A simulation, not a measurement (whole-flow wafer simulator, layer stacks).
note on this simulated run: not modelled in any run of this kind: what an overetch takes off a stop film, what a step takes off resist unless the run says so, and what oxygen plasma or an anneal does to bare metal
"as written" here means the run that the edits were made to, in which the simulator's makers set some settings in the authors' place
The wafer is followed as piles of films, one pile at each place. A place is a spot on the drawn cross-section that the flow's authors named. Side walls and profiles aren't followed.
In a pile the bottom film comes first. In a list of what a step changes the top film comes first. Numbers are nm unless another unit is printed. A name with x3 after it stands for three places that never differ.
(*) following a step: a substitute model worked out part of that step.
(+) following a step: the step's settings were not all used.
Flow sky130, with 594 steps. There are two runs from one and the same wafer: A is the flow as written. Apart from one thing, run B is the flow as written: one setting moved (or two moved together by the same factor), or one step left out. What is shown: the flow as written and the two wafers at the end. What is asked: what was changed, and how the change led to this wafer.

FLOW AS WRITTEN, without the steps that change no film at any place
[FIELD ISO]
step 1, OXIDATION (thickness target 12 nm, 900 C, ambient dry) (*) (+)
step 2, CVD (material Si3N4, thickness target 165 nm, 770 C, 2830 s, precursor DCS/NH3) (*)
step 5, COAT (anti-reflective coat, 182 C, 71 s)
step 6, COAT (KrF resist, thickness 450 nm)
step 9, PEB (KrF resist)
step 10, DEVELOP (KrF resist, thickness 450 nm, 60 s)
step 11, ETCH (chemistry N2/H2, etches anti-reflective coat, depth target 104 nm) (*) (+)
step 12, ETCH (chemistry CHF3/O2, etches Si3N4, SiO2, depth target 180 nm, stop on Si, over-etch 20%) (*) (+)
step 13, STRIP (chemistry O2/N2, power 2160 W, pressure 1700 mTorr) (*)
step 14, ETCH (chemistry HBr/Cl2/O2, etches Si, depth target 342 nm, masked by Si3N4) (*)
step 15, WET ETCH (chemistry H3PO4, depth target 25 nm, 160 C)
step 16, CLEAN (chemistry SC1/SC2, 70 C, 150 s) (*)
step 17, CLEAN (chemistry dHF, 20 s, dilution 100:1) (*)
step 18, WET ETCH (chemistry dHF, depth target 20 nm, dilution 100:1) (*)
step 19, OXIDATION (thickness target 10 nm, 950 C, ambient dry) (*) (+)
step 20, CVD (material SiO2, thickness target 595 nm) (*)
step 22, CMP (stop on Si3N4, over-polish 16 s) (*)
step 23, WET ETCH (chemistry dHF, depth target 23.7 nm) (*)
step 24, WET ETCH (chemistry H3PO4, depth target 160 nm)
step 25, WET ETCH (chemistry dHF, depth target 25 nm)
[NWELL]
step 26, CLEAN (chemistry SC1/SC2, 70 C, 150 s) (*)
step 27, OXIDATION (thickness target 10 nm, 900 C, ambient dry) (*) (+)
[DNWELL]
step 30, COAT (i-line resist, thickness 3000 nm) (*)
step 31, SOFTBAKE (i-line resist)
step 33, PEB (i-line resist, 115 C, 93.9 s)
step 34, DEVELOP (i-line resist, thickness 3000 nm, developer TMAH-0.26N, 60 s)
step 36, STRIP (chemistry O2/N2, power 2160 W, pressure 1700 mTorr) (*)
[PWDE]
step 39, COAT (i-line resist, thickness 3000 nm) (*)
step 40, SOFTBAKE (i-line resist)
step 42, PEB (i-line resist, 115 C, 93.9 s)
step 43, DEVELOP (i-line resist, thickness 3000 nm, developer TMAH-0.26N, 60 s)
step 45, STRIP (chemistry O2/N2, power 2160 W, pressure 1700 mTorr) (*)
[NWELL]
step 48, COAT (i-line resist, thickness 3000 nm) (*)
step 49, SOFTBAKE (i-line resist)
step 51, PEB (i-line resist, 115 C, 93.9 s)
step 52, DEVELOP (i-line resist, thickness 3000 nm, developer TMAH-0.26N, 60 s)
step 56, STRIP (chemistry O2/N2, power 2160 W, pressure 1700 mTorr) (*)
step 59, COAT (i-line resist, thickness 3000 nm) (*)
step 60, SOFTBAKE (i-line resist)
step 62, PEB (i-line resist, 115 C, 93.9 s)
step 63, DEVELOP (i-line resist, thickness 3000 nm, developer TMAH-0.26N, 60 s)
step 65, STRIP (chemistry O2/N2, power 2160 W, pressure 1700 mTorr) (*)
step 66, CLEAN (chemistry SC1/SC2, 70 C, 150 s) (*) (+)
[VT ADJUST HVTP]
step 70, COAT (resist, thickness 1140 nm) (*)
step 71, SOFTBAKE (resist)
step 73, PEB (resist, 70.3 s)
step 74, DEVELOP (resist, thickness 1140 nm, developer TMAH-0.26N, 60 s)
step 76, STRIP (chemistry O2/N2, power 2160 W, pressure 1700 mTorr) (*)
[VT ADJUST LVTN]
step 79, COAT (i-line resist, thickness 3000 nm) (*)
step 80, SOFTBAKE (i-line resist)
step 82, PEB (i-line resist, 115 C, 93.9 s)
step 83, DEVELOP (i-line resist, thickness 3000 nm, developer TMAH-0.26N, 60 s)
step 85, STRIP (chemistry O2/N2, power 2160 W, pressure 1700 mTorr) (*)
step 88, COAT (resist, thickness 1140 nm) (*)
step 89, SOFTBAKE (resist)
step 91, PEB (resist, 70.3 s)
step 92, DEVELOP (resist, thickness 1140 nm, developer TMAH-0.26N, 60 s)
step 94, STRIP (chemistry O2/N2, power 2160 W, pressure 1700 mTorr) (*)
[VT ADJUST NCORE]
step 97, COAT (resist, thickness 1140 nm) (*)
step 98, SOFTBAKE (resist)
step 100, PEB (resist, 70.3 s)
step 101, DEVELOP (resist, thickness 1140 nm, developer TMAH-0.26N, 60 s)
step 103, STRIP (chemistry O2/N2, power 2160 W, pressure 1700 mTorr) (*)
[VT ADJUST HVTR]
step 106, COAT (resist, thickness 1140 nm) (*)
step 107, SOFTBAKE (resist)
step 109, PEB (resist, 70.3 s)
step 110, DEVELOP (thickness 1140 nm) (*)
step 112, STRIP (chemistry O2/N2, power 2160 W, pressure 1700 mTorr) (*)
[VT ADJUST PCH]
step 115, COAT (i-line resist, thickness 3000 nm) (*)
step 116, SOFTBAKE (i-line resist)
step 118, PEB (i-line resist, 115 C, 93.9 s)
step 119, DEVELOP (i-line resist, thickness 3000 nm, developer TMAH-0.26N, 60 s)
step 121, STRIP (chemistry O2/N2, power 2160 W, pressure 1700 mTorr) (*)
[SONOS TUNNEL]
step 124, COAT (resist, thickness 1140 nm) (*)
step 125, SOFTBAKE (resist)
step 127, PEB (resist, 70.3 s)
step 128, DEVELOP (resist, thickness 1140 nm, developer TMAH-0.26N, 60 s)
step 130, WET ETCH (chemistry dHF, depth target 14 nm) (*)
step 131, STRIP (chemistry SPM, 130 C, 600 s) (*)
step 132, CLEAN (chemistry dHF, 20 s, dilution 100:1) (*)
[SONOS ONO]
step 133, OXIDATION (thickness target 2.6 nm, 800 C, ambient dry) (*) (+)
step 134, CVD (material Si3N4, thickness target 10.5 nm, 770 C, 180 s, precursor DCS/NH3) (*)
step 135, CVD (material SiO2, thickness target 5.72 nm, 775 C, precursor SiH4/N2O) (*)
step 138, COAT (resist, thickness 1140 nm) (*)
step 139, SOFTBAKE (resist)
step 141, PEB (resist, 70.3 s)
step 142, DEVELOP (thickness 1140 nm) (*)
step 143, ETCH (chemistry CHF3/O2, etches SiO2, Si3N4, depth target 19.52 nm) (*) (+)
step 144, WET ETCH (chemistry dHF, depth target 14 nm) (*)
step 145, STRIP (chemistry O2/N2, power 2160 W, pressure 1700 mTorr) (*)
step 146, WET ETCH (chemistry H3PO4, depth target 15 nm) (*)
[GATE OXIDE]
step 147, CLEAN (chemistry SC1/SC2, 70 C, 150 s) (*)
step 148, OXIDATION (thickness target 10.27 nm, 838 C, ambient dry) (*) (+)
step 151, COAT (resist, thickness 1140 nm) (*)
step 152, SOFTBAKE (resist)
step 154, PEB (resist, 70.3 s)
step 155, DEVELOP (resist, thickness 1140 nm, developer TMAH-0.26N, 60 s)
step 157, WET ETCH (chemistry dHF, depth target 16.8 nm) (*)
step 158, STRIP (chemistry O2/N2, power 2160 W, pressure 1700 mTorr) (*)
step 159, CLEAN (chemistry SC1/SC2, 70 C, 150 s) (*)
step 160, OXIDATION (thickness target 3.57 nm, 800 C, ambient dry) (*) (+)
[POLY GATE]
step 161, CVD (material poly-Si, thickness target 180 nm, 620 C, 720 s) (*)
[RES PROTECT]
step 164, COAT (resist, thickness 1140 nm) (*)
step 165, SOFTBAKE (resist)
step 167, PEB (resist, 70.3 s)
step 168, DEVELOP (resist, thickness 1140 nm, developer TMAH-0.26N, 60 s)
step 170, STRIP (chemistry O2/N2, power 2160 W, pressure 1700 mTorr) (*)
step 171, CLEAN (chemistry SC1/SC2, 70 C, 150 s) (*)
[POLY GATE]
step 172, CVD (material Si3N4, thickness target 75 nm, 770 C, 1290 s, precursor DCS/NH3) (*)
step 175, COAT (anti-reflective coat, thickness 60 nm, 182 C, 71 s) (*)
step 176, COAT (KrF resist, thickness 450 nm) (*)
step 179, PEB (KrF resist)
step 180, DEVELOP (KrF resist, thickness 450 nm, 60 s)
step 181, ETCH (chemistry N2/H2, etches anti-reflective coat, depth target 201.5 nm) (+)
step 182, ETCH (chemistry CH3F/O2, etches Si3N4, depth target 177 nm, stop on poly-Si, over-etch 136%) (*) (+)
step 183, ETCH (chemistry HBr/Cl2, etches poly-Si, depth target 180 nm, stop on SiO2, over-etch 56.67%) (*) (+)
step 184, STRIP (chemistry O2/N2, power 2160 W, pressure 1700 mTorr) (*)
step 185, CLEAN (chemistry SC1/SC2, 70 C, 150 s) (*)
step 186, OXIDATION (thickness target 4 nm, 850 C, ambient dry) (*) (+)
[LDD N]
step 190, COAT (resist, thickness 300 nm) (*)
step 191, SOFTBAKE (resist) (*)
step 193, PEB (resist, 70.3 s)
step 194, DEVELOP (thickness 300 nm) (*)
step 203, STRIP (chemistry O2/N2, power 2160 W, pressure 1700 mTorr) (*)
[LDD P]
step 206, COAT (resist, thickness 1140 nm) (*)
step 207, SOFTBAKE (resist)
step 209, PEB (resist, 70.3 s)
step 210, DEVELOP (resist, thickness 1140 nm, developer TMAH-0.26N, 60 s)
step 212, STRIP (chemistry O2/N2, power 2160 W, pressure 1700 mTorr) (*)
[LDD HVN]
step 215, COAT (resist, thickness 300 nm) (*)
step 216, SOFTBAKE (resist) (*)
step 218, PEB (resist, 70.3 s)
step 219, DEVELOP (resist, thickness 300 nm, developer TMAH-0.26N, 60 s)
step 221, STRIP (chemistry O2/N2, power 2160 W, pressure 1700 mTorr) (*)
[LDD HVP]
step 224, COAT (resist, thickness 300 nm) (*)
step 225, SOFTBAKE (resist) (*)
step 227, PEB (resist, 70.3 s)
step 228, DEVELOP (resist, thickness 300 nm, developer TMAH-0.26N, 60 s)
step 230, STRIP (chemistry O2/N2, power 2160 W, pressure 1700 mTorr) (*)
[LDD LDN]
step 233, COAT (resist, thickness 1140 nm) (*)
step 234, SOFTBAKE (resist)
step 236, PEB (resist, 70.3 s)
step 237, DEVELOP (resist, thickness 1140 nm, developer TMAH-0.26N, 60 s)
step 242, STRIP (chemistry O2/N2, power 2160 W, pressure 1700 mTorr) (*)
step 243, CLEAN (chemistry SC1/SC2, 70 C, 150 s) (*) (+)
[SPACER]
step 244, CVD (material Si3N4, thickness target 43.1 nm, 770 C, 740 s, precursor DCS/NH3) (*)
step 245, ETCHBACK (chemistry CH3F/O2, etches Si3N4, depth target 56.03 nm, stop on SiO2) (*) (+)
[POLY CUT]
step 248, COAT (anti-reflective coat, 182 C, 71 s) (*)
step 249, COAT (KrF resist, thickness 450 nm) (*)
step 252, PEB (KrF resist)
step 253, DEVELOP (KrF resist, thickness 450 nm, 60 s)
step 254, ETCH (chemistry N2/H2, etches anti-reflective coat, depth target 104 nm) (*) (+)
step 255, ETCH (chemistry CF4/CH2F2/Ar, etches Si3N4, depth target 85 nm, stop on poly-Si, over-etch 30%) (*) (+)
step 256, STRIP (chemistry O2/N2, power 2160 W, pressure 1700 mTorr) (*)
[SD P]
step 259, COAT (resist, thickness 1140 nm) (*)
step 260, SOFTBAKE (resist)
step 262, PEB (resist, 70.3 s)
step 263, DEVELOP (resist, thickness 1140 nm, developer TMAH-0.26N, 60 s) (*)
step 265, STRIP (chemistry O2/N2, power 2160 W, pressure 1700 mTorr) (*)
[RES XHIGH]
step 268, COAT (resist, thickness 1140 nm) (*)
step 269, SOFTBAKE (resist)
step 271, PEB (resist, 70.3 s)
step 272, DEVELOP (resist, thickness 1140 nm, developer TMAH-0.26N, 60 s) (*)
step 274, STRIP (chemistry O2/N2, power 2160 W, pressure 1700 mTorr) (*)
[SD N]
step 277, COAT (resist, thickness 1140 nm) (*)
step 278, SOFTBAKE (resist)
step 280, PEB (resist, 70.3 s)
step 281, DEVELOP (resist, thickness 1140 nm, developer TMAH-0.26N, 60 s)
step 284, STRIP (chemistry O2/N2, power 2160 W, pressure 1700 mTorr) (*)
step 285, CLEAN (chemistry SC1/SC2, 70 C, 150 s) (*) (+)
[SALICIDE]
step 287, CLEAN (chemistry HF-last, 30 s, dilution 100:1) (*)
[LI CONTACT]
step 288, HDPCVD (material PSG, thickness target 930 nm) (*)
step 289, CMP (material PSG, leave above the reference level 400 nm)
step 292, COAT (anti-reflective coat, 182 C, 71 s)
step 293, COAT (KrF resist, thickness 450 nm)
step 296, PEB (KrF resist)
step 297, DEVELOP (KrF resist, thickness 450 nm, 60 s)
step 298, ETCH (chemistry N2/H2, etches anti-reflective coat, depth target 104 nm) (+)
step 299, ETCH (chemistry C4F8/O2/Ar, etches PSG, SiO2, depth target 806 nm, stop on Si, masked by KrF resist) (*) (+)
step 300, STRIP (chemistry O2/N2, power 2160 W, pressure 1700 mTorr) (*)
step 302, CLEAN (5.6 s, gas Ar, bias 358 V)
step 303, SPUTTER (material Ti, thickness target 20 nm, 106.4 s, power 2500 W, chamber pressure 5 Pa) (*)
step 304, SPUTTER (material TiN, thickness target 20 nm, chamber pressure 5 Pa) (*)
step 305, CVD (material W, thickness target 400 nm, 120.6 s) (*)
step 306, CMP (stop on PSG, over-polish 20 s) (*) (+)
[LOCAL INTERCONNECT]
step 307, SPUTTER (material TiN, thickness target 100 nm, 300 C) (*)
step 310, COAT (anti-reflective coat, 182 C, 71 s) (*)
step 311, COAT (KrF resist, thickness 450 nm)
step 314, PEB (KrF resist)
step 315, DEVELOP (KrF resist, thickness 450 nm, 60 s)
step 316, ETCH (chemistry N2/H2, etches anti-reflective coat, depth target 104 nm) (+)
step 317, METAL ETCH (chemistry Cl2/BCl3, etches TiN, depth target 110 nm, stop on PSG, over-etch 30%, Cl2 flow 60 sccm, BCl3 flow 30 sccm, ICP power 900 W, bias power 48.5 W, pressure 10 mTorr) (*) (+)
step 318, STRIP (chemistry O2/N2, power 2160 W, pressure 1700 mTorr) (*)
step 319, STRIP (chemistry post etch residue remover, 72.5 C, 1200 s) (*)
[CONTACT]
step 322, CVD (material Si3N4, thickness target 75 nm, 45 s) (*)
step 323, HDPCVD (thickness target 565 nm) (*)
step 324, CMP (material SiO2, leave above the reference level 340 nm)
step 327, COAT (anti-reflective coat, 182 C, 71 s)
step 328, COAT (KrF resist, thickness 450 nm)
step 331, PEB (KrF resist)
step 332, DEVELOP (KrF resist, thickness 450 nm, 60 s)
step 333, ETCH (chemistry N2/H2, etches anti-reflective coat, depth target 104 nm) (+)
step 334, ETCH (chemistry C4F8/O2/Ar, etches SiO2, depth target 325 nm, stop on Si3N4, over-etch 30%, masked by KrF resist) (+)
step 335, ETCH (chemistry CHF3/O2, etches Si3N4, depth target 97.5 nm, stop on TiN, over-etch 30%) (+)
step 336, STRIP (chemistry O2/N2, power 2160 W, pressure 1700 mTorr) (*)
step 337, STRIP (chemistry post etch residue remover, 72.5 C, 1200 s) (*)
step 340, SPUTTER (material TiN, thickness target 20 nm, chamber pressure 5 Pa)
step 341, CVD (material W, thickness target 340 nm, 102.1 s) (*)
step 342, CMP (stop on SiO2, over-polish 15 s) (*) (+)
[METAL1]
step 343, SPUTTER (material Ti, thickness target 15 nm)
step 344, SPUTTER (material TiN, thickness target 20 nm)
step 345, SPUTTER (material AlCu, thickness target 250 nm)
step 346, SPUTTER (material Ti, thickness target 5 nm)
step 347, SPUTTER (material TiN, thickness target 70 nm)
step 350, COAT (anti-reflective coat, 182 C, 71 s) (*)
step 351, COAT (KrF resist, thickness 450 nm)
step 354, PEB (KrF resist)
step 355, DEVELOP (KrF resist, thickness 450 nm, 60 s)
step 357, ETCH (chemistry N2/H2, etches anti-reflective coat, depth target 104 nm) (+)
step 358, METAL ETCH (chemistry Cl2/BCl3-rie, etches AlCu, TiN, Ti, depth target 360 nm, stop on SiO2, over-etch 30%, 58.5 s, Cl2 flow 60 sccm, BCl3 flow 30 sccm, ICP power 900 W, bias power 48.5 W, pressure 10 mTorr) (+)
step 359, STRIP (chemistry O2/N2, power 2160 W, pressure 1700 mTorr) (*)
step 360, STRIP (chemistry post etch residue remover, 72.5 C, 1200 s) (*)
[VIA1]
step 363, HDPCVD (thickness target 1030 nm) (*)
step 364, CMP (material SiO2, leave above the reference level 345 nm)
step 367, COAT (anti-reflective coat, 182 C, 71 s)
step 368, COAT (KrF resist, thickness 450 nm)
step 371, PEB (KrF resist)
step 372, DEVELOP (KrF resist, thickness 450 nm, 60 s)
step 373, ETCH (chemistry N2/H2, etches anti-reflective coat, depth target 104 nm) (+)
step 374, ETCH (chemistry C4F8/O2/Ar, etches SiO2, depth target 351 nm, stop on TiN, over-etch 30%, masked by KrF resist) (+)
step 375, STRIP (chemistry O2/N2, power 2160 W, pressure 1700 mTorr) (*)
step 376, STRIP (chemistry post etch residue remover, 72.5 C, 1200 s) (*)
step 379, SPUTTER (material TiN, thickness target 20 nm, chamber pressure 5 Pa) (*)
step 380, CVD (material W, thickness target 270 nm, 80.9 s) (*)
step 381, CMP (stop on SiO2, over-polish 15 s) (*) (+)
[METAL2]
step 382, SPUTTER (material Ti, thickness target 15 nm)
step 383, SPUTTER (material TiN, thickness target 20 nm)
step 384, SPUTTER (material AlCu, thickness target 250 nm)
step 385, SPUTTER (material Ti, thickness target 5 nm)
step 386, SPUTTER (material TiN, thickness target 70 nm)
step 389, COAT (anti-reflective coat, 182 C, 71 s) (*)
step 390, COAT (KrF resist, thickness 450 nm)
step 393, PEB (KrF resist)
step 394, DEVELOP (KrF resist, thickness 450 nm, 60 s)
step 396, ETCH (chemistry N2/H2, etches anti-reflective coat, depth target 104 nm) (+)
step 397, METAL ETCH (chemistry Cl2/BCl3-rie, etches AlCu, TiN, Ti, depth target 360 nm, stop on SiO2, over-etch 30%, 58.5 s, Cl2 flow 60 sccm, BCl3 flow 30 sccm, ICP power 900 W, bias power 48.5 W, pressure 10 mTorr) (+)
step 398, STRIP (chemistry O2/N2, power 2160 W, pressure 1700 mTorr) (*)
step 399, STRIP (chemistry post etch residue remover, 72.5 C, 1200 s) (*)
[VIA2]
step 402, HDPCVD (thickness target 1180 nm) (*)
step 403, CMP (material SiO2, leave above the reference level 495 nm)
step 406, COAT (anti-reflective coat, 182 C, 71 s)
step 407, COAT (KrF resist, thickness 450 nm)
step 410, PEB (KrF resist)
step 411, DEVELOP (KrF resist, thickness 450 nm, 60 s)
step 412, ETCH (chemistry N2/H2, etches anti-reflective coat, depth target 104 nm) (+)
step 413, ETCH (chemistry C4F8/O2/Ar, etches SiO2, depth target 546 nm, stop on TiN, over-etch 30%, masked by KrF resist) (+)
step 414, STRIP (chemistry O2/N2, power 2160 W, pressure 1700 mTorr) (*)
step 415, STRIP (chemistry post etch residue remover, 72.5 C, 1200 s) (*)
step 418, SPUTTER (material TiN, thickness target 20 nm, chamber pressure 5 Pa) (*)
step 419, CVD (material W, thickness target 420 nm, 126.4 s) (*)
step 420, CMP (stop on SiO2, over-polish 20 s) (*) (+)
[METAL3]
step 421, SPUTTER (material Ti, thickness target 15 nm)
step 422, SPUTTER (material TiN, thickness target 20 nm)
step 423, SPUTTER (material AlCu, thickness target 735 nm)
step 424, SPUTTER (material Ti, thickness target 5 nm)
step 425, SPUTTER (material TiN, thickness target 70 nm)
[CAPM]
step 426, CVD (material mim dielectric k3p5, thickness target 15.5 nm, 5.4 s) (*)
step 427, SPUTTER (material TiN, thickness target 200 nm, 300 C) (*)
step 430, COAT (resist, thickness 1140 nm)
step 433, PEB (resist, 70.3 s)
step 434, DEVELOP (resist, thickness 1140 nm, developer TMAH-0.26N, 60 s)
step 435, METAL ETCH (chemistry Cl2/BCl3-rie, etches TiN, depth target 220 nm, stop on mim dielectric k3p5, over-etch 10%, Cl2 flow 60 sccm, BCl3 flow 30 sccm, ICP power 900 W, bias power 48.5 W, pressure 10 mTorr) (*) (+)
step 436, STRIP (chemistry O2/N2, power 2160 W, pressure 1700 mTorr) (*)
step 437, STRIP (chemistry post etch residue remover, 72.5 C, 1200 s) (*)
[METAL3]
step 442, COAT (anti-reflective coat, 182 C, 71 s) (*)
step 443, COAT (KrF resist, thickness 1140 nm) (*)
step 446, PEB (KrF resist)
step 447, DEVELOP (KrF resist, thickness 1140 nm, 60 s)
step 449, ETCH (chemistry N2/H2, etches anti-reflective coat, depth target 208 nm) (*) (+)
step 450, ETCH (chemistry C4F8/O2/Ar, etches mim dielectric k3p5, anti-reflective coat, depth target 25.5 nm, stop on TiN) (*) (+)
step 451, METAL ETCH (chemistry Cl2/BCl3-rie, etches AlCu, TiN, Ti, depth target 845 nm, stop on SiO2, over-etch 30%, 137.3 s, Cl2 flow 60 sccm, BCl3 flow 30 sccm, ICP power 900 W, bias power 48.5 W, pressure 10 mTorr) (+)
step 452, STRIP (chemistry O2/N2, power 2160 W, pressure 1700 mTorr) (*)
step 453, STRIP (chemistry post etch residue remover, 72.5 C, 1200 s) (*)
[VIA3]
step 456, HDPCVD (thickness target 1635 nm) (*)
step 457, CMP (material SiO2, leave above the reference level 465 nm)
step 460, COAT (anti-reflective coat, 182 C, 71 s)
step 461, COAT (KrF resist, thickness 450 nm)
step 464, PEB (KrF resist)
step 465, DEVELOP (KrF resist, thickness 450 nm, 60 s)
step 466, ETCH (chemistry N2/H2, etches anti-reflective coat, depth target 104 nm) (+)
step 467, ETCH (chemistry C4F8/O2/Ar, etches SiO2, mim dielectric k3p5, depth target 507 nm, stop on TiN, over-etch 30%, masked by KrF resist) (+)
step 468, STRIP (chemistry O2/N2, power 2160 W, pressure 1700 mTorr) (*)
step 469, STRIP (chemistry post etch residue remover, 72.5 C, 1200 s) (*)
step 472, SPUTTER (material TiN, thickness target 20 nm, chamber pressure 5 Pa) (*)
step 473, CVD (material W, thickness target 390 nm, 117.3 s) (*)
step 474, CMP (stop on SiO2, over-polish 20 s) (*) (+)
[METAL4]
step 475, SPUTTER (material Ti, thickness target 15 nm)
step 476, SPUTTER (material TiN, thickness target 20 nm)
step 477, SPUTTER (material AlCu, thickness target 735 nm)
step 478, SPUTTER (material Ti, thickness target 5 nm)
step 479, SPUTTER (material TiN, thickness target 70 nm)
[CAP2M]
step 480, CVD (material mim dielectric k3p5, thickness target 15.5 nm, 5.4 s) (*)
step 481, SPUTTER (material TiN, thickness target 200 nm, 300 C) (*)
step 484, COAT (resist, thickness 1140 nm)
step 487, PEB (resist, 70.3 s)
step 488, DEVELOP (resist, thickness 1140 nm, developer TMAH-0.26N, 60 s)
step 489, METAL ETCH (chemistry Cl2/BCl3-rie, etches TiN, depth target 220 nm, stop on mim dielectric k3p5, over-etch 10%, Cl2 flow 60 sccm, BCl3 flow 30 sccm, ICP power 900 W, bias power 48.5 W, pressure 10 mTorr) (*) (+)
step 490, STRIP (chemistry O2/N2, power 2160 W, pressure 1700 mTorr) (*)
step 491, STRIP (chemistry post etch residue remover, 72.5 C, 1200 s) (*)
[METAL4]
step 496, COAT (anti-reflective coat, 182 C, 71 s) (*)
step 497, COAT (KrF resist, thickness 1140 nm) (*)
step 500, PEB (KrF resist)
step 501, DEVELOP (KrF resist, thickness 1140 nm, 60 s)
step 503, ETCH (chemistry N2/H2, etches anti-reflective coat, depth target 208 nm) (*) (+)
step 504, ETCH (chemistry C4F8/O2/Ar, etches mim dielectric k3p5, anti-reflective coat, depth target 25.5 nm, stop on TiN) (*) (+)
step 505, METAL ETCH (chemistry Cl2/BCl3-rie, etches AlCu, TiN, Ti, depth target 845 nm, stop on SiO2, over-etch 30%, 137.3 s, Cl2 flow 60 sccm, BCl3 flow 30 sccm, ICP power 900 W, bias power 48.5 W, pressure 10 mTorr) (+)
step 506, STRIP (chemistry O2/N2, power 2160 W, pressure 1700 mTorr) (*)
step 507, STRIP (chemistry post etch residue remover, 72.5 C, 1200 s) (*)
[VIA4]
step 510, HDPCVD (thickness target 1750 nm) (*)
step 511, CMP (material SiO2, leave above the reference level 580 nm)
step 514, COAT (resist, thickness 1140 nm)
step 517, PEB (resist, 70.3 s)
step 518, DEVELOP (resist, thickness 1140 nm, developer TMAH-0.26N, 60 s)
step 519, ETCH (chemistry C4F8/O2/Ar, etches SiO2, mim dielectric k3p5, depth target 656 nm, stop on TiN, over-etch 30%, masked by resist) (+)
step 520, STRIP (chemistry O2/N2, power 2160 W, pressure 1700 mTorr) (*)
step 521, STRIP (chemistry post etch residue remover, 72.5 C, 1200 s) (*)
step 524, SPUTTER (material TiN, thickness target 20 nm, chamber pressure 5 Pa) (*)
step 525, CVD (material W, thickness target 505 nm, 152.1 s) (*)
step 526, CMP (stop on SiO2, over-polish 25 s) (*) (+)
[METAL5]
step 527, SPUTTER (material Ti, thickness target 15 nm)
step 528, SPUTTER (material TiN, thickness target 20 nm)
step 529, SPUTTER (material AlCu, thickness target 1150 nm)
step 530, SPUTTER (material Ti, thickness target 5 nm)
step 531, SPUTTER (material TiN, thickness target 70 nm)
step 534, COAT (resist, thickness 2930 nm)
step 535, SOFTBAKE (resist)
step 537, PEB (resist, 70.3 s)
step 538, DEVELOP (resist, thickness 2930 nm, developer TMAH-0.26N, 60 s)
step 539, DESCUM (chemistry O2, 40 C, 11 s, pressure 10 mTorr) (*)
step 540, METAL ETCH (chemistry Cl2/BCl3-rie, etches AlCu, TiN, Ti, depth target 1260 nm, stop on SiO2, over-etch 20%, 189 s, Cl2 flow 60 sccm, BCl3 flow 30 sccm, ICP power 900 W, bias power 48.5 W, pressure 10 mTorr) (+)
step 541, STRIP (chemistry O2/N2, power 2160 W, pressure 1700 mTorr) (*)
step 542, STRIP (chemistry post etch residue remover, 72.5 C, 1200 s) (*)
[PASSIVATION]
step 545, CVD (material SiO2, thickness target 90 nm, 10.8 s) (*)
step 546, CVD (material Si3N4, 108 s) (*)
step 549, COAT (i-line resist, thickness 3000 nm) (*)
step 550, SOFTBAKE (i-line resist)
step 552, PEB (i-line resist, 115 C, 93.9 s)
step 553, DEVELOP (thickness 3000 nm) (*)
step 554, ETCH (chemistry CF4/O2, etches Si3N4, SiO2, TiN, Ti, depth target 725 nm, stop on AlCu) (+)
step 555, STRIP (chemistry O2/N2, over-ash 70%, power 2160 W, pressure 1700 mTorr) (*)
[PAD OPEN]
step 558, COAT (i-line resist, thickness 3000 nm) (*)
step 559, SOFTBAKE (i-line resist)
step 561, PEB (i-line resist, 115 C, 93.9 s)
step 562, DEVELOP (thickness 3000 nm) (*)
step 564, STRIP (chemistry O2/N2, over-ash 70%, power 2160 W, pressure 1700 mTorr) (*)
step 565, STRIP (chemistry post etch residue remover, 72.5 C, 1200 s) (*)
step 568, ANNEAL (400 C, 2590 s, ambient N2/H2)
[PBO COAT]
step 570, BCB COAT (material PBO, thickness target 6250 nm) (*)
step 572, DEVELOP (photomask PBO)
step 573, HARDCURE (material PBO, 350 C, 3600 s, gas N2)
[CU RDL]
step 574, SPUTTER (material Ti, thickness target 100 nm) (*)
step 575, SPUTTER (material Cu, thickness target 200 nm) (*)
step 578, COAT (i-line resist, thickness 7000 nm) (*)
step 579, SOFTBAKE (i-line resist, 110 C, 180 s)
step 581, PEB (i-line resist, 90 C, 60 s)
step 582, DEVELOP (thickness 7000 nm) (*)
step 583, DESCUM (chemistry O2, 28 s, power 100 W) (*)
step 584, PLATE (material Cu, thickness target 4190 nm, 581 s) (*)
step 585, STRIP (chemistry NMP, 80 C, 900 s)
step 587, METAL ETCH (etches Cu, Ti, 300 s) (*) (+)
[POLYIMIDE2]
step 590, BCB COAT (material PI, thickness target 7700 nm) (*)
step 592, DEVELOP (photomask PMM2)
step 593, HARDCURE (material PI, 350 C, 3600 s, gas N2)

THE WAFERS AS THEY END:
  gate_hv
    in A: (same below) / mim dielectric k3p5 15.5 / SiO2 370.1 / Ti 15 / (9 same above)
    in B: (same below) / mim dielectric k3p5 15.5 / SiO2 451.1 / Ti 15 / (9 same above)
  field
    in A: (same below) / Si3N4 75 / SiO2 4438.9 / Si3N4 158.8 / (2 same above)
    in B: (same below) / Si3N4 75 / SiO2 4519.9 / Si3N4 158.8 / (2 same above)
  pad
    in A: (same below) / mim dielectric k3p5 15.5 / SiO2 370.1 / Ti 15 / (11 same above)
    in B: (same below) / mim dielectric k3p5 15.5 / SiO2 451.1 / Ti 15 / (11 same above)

What caused this: step 457, CMP: leave above the reference level 546 nm was run, while the flow as written has leave above the reference level 465 nm.

How this came from the change, step by step:
  step 457, CMP (material SiO2, leave above the reference level 465 nm)
      n_well, p_well, gate_hv and 99 more: A -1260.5 SiO2 | B -1179.5 SiO2
      field, active, gate and 82 more: A -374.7 SiO2 | B -293.7 SiO2
      (and at 5 other places as well)
  step 467, ETCH (chemistry C4F8/O2/Ar, etches SiO2, mim dielectric k3p5, depth target 507 nm, stop on TiN, over-etch 30%, masked by KrF resist) (+)
      m1: A -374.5 SiO2 (all of it), -15.5 mim dielectric k3p5 (all of it) | B -455.5 SiO2 (all of it), -15.5 mim dielectric k3p5 (all of it)
      via3_hole: A -373.9 SiO2 (all of it), -15.5 mim dielectric k3p5 (all of it) | B -454.9 SiO2 (all of it), -15.5 mim dielectric k3p5 (all of it)
  step 472, SPUTTER (material TiN, thickness target 20 nm, chamber pressure 5 Pa) (*)
      m1: A +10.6 TiN | B +9.53 TiN
      via3_hole: A +10.6 TiN | B +9.52 TiN
  step 473, CVD (material W, thickness target 390 nm, 117.3 s) (*)
      m1: A +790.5 W (new film) | B +872.5 W (new film)
      via3_hole: A +789.9 W (new film) | B +871.9 W (new film)
